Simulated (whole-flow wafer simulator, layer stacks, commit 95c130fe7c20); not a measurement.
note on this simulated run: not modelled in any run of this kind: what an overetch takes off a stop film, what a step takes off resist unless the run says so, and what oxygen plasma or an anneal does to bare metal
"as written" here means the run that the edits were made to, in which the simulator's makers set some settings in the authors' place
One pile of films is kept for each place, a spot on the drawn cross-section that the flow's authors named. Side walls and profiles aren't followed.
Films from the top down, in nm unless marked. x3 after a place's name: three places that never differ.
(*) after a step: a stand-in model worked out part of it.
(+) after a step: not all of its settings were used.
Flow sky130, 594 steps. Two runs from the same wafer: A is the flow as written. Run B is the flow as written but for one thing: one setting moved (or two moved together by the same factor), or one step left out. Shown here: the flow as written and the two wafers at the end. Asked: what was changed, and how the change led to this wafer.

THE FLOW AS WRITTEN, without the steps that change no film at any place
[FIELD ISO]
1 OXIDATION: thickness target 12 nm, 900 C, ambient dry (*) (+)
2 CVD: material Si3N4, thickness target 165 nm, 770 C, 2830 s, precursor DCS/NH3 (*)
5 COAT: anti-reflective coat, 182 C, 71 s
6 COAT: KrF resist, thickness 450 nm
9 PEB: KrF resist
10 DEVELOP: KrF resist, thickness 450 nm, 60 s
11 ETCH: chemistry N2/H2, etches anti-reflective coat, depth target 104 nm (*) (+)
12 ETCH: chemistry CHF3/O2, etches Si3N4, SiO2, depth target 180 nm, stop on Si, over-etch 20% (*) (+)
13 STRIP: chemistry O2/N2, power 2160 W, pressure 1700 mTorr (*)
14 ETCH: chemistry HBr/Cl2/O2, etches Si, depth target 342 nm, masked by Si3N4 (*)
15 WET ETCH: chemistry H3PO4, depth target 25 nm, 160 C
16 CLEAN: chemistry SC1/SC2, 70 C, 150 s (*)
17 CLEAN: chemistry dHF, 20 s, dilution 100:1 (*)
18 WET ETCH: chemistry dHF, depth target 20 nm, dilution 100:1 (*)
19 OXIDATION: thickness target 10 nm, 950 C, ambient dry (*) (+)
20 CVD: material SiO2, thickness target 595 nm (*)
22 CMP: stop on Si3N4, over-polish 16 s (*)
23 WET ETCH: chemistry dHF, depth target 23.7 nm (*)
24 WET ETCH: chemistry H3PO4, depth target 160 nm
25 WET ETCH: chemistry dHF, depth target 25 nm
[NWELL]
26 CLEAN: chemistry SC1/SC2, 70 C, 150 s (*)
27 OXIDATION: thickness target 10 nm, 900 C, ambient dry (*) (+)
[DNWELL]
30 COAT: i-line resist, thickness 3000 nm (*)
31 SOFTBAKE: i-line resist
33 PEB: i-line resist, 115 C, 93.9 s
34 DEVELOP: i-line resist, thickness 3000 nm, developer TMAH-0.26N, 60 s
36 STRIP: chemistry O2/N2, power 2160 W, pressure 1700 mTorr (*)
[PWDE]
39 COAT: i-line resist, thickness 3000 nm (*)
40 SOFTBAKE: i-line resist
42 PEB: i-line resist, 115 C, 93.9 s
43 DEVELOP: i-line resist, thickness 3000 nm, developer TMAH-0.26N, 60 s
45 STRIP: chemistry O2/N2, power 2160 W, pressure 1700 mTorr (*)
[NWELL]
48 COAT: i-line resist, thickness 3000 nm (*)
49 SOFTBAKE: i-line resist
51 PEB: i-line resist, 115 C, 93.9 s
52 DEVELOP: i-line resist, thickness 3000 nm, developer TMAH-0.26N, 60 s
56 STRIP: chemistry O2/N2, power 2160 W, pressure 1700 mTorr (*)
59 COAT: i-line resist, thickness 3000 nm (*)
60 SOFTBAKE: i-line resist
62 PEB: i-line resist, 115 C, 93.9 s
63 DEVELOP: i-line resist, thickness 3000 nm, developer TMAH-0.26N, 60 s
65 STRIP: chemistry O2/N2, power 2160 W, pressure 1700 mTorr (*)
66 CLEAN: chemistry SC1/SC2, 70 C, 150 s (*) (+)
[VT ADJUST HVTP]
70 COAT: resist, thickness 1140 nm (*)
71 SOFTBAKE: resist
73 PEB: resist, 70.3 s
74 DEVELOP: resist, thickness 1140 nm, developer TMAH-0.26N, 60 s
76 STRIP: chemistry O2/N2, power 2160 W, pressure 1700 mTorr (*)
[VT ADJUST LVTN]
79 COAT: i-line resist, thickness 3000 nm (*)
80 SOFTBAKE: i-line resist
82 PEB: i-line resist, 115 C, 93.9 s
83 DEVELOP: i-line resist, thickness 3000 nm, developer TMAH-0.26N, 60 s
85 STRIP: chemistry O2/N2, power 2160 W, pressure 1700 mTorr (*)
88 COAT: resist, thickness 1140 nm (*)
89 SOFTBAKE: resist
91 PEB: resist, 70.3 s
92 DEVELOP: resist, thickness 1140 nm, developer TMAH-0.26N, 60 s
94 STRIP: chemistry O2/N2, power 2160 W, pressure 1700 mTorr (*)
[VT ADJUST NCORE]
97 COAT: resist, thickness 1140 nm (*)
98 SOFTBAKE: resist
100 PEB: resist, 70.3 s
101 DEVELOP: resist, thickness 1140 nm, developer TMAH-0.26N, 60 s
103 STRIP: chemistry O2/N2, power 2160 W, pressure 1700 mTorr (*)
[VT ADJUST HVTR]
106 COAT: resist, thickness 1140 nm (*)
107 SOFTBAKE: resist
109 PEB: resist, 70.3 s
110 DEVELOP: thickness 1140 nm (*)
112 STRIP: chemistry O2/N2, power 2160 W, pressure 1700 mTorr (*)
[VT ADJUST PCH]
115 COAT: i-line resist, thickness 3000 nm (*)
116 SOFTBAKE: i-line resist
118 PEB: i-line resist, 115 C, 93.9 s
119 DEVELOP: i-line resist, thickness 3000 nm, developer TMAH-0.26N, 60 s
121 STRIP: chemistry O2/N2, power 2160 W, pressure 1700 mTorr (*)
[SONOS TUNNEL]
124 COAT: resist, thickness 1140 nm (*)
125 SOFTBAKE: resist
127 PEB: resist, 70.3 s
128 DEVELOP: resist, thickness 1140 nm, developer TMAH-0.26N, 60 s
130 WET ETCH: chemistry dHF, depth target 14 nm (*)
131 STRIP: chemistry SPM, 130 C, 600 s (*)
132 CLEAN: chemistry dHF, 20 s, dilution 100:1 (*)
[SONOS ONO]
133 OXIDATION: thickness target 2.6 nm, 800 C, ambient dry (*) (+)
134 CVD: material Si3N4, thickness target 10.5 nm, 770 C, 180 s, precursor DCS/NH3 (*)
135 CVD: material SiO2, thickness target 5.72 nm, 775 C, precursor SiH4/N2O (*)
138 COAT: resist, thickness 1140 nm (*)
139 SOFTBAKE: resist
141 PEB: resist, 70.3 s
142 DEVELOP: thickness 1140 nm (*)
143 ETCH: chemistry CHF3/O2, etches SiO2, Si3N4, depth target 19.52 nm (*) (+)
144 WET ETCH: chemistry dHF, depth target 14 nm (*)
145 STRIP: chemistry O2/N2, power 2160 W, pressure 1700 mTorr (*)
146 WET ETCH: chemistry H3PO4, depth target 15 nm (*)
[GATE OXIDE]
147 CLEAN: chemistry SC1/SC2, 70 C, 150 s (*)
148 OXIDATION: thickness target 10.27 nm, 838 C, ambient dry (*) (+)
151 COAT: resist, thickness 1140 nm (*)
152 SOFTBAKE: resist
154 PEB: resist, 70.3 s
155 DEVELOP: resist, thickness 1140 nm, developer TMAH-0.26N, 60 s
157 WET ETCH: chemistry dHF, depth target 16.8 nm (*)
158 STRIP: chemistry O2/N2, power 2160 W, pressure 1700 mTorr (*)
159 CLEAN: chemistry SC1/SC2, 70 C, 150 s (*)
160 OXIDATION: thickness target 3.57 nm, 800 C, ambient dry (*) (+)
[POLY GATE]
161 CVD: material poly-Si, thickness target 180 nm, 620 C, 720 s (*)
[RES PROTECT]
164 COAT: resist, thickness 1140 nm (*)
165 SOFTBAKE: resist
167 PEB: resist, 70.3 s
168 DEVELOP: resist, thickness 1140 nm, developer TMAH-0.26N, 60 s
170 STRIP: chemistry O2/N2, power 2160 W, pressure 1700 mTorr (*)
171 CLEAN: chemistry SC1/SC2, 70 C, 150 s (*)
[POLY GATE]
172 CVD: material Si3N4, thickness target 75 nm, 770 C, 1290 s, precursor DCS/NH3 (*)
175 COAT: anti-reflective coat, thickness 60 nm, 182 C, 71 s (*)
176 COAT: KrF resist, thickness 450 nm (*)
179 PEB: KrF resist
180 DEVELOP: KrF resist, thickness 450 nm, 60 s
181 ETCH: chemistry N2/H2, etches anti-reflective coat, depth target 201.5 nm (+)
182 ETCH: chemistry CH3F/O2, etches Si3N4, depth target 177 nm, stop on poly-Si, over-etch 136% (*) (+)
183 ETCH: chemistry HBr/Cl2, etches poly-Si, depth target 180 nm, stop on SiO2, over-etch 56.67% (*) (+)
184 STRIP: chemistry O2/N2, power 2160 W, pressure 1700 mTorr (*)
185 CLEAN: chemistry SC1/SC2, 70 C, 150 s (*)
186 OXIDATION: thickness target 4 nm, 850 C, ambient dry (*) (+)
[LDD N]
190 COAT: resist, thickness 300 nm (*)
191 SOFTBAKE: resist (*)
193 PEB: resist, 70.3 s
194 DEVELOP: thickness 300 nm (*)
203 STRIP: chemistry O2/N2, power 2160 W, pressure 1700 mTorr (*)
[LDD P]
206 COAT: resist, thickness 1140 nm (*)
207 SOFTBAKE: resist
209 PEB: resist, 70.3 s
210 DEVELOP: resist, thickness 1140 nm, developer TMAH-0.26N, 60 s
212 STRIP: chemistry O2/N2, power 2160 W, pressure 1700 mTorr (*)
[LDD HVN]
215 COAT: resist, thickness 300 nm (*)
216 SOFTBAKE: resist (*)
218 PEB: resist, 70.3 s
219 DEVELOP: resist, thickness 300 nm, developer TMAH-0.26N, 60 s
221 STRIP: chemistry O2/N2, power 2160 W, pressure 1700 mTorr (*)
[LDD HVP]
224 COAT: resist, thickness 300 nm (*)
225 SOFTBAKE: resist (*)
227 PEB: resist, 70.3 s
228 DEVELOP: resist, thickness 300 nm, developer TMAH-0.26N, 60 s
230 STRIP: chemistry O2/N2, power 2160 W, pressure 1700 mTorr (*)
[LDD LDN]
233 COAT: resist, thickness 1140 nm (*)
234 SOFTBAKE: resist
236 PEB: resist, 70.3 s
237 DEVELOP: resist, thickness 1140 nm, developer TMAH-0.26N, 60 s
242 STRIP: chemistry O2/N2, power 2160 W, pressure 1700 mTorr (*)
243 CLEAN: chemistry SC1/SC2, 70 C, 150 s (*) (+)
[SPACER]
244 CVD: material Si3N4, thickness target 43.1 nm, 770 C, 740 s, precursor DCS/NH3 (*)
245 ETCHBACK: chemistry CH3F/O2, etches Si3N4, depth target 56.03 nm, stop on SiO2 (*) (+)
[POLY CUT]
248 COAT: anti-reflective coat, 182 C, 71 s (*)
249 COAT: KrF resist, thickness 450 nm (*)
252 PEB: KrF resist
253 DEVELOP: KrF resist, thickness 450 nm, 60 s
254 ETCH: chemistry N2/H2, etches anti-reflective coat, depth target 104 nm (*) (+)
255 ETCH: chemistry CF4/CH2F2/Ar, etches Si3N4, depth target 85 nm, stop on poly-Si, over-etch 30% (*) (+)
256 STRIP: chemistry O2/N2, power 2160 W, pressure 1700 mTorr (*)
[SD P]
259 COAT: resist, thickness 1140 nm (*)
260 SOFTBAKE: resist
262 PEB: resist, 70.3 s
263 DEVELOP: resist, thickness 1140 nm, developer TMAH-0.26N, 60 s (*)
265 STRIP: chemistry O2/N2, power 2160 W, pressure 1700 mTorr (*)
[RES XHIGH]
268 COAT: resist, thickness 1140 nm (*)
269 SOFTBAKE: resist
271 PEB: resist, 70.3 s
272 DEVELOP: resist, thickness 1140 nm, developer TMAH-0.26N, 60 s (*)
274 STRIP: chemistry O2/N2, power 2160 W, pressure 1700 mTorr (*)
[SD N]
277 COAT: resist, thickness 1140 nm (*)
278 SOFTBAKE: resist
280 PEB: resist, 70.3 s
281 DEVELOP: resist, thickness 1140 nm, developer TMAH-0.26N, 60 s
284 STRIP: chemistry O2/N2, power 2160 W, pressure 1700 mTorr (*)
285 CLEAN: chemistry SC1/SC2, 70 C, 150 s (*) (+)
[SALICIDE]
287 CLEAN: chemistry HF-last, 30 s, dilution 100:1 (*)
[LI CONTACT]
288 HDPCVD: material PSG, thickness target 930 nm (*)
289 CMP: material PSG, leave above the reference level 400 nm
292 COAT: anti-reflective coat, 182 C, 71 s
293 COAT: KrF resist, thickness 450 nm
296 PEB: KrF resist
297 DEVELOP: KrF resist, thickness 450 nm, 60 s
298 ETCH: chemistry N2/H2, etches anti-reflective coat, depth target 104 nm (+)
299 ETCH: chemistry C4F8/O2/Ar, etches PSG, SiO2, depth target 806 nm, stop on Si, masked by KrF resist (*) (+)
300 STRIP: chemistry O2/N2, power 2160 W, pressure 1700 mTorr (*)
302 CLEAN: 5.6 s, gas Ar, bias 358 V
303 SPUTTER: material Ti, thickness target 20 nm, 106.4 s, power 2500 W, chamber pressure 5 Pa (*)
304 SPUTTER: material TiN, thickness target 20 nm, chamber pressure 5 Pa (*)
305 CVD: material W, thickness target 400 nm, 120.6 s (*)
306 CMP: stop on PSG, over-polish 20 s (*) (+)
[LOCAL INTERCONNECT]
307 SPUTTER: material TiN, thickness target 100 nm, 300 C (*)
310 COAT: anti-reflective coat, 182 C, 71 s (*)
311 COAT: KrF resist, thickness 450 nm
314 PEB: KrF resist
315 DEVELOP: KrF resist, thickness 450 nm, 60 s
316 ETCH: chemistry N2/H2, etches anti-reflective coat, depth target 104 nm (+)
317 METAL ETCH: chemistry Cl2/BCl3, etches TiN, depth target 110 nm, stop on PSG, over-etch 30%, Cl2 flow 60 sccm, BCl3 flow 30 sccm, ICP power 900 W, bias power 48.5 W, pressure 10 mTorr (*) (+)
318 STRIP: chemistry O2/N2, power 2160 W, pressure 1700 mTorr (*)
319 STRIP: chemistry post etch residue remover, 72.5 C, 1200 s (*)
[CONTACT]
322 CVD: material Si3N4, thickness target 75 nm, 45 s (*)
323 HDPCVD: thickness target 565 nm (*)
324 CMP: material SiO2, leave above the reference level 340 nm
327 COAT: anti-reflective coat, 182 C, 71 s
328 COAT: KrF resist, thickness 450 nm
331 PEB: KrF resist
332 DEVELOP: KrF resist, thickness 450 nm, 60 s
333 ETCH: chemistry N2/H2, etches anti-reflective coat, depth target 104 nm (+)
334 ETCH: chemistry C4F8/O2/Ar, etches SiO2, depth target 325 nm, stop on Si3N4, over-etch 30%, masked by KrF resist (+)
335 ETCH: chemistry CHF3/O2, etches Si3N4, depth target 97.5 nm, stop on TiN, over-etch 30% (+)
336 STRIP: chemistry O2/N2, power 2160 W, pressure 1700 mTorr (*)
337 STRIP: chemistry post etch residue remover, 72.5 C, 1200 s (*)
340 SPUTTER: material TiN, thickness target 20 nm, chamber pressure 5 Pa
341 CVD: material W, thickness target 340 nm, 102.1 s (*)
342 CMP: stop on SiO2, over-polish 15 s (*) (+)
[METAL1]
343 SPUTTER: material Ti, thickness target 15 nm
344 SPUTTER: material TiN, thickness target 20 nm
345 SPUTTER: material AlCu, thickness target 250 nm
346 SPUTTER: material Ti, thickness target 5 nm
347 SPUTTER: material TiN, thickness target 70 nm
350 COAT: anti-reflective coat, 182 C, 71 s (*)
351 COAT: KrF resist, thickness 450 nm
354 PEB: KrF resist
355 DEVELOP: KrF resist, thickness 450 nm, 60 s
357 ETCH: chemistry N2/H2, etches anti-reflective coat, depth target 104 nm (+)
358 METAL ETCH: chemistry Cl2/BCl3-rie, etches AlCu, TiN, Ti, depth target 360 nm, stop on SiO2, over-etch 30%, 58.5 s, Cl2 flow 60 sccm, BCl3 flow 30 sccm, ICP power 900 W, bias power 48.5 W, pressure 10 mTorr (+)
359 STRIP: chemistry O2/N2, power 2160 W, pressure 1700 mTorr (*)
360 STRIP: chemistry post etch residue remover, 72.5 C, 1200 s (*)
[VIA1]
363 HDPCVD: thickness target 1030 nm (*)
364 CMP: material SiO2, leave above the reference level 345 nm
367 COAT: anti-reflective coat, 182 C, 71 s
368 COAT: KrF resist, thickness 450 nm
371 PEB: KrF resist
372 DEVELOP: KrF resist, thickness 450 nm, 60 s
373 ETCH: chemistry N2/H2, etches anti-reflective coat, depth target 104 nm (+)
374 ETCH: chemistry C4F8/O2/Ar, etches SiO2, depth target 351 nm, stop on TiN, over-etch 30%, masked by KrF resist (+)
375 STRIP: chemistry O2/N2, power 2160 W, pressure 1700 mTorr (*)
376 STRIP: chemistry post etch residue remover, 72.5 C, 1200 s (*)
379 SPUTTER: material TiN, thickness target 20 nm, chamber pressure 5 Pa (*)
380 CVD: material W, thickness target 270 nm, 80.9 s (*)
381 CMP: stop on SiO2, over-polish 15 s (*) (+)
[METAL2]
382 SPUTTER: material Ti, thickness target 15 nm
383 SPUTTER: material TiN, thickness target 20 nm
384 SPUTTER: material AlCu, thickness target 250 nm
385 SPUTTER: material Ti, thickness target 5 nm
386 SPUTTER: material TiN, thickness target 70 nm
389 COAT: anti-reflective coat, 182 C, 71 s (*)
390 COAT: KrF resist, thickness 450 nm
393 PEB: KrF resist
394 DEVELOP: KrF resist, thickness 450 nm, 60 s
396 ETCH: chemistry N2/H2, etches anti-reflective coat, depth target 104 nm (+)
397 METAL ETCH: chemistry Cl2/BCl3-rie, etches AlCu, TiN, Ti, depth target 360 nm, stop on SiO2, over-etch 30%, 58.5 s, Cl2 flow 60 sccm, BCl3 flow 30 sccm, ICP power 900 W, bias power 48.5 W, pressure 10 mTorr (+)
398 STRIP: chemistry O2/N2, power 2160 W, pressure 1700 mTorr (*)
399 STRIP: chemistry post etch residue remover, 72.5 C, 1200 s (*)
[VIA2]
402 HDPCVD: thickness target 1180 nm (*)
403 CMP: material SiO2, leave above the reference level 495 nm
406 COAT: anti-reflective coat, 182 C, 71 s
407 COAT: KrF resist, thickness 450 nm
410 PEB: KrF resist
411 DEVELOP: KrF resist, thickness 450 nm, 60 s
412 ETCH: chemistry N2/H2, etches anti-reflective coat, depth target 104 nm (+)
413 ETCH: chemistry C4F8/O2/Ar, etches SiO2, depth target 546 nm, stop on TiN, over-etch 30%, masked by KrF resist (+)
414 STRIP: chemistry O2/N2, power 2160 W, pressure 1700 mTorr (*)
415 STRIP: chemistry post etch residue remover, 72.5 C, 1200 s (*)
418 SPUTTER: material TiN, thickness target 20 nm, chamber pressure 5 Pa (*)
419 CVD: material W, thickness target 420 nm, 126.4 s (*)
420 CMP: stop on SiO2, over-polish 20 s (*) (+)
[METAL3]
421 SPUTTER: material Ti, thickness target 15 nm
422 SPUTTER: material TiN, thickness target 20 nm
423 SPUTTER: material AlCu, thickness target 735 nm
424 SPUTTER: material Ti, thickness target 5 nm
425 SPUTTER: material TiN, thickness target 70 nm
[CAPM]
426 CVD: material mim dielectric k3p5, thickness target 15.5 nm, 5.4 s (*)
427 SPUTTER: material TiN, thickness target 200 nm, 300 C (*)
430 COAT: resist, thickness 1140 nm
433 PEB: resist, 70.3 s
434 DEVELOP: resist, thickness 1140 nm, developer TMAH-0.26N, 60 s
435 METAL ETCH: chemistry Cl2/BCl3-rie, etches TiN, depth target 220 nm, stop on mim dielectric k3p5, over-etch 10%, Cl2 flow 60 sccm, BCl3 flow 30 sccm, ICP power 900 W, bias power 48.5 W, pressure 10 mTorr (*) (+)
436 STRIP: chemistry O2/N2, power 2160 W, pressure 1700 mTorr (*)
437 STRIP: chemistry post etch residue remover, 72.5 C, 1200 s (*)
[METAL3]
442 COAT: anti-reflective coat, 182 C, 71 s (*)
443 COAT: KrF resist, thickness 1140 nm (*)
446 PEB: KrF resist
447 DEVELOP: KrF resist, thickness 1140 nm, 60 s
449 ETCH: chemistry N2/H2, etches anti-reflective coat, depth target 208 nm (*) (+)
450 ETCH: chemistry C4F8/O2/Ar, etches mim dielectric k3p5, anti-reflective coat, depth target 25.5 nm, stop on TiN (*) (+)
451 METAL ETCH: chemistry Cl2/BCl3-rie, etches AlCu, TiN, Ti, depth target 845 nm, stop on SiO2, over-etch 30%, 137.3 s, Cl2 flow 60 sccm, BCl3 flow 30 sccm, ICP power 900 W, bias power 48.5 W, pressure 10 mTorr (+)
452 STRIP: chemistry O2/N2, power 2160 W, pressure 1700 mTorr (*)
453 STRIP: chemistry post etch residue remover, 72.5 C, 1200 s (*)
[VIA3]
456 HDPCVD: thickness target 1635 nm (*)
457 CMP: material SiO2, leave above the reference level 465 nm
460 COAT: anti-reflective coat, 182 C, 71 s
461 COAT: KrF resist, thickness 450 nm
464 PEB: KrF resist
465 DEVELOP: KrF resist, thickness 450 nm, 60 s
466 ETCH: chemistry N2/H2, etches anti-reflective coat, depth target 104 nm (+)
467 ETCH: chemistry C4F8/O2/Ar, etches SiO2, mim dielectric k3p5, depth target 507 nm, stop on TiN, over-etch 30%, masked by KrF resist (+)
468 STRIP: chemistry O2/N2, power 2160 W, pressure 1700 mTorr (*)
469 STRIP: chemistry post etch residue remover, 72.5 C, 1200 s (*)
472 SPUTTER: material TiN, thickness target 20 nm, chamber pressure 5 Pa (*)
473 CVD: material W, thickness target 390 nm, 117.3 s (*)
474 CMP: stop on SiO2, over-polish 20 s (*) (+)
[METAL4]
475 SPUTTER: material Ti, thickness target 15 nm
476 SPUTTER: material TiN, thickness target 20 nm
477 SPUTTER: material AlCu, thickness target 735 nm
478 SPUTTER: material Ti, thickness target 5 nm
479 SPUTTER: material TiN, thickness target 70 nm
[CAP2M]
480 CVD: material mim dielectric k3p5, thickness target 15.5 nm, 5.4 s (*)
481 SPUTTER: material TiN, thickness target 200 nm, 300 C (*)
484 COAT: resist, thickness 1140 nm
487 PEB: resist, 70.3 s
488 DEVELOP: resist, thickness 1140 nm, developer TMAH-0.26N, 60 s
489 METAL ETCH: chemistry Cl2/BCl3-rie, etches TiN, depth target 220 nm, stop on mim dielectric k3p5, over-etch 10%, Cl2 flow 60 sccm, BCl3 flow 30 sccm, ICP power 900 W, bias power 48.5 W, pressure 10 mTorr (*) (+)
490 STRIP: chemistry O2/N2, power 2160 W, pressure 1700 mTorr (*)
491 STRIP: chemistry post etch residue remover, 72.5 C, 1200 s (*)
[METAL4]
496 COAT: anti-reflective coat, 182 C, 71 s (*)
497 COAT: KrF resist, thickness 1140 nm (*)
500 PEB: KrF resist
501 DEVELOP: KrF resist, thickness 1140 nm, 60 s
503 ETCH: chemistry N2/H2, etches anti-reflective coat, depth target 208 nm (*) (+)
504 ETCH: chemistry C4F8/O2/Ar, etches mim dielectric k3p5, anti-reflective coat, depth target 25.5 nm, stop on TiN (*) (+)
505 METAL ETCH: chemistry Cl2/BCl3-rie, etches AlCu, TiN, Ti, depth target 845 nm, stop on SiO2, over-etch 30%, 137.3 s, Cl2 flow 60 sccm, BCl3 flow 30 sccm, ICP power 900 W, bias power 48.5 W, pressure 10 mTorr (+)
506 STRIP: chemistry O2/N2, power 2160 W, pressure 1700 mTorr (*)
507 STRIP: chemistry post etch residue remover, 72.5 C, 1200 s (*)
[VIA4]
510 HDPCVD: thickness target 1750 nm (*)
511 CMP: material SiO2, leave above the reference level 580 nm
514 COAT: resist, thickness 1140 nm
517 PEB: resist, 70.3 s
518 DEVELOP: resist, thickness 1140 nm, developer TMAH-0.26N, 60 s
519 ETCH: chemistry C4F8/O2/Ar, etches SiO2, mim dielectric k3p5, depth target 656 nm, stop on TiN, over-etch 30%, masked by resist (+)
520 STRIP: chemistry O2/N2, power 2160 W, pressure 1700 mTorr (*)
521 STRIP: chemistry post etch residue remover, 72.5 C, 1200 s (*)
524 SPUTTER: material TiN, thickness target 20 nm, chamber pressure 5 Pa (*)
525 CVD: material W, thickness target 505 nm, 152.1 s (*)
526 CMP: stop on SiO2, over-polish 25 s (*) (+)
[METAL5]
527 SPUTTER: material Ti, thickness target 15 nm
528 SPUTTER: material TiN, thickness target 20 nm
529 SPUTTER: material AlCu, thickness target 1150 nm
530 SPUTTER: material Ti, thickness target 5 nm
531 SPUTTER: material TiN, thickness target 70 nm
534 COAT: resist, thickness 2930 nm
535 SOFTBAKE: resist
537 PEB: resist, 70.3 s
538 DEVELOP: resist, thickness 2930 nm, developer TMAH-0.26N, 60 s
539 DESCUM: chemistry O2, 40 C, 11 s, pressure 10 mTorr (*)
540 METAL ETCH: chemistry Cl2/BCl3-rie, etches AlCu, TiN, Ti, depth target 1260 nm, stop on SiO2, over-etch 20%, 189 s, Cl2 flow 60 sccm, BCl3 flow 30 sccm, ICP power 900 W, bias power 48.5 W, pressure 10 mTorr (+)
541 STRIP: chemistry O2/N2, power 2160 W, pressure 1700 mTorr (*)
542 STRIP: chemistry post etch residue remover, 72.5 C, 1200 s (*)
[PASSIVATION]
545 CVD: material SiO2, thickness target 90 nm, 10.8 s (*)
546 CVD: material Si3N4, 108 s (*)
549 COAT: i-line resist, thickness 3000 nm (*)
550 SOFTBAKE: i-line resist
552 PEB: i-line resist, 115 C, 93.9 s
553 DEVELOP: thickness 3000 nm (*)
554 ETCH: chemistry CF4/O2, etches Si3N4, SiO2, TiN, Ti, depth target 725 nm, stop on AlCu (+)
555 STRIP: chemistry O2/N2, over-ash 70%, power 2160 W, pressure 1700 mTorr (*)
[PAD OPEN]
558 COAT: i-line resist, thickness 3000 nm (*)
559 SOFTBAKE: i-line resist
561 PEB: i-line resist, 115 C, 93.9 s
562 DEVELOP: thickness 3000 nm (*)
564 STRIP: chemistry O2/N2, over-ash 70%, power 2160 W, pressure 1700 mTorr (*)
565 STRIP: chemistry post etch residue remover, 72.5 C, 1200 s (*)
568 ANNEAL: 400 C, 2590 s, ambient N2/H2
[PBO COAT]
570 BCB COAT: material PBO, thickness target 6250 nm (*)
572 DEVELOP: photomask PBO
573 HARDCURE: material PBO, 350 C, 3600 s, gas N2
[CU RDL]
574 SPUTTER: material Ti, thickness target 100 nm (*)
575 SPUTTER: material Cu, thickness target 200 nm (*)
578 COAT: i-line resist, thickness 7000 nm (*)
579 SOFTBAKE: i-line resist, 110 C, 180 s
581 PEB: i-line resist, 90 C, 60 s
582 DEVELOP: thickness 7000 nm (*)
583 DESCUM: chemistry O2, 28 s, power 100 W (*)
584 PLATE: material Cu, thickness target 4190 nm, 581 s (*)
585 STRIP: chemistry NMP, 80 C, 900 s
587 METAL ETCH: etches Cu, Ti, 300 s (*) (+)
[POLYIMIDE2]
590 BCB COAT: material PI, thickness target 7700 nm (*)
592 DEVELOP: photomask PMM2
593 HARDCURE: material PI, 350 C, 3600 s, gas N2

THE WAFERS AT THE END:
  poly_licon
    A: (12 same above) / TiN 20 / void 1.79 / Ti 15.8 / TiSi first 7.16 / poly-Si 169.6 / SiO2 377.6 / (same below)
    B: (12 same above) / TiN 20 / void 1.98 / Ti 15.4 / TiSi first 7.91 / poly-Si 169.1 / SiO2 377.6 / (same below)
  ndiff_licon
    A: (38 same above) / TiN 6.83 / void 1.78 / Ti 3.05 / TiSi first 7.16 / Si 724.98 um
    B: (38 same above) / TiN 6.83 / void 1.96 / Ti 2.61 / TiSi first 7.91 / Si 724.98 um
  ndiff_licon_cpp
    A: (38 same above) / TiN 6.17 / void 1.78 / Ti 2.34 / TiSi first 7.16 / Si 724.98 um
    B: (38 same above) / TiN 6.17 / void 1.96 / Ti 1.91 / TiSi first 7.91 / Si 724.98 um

The cause: step 573, HARDCURE: 376 C was run, where the flow has 350 C.

How the change led to this, step by step:
  573 HARDCURE: material PBO, 350 C, 3600 s, gas N2
      poly_licon, rpo_hd_licon: A PBO -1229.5, void +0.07, Ti -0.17, TiSi first +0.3, poly-Si -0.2 | B PBO -1229.5, void +0.27, Ti -0.63, TiSi first +1.07, poly-Si -0.71
      ndiff_licon: A PBO -1235.4, void +0.07, Ti -0.17, TiSi first +0.3, Si -0.2 | B PBO -1235.4, void +0.27, Ti -0.63, TiSi first +1.07, Si -0.71
      (and at 1 more place)
